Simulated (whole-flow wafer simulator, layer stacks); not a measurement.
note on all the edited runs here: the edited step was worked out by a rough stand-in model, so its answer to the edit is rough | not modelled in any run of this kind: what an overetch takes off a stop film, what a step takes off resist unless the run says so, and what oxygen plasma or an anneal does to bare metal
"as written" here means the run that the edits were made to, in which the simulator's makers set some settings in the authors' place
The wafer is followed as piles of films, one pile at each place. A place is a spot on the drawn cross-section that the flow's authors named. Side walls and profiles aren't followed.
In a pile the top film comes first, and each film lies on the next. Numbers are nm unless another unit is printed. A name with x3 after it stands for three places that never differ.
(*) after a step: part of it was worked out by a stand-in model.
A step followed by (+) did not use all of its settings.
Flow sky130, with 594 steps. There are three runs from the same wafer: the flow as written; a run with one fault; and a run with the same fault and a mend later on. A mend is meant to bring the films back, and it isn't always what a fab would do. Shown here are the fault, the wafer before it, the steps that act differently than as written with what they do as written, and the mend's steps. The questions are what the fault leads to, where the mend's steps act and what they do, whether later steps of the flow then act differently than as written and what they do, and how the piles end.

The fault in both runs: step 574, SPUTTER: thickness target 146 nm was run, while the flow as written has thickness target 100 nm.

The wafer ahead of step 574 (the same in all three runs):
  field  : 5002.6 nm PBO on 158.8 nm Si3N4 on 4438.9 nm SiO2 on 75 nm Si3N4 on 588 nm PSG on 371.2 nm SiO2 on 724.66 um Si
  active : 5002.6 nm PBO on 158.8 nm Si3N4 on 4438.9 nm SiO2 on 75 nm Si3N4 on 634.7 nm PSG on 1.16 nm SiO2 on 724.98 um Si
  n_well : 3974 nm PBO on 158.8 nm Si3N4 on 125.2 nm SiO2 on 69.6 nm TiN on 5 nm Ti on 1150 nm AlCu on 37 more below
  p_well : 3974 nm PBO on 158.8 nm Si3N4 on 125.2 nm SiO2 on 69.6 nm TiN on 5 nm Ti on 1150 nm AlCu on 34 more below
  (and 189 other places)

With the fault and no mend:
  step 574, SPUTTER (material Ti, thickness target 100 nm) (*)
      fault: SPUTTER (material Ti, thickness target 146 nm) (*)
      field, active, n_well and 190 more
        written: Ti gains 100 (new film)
        fault: Ti gains 146 (new film)
  Later steps of the flow acting differently than as written (not shown: 7 more steps that differ only slightly, by at most 2% or 0.5 nm, whichever is larger):
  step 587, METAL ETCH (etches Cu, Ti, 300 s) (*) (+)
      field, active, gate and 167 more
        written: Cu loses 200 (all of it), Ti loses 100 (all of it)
        fault: Cu loses 200 (all of it), Ti loses 146 (all of it)
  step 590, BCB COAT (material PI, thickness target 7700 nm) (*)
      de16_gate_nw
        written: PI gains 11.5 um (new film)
        fault: PI gains 11.55 um (new film)
  At n_well, p_well, sd_n and 20 more, the piles at the end differ from the flow's by more than 2% or 0.5 nm, whichever is larger.
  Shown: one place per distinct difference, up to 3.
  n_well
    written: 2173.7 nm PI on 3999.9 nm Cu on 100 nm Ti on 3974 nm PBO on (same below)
    fault: 2143.8 nm PI on 3999.9 nm Cu on 146 nm Ti on 3974 nm PBO on (same below)
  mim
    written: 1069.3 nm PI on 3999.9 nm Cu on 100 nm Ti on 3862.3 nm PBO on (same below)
    fault: 1026.3 nm PI on 3999.9 nm Cu on 146 nm Ti on 3862.3 nm PBO on (same below)
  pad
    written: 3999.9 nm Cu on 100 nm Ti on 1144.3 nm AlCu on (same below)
    fault: 3999.9 nm Cu on 146 nm Ti on 1144.3 nm AlCu on (same below)

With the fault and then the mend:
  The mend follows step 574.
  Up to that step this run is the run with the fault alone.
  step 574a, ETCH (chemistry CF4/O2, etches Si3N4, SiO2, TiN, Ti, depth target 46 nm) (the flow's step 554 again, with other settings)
      field, active, n_well and 190 more
        Ti loses 46
  Every later step of the flow that is run acts as written, at every place that is followed, to within 2% or 0.5 nm, whichever is larger.
  The piles end the same as the flow's at every place that both follow.
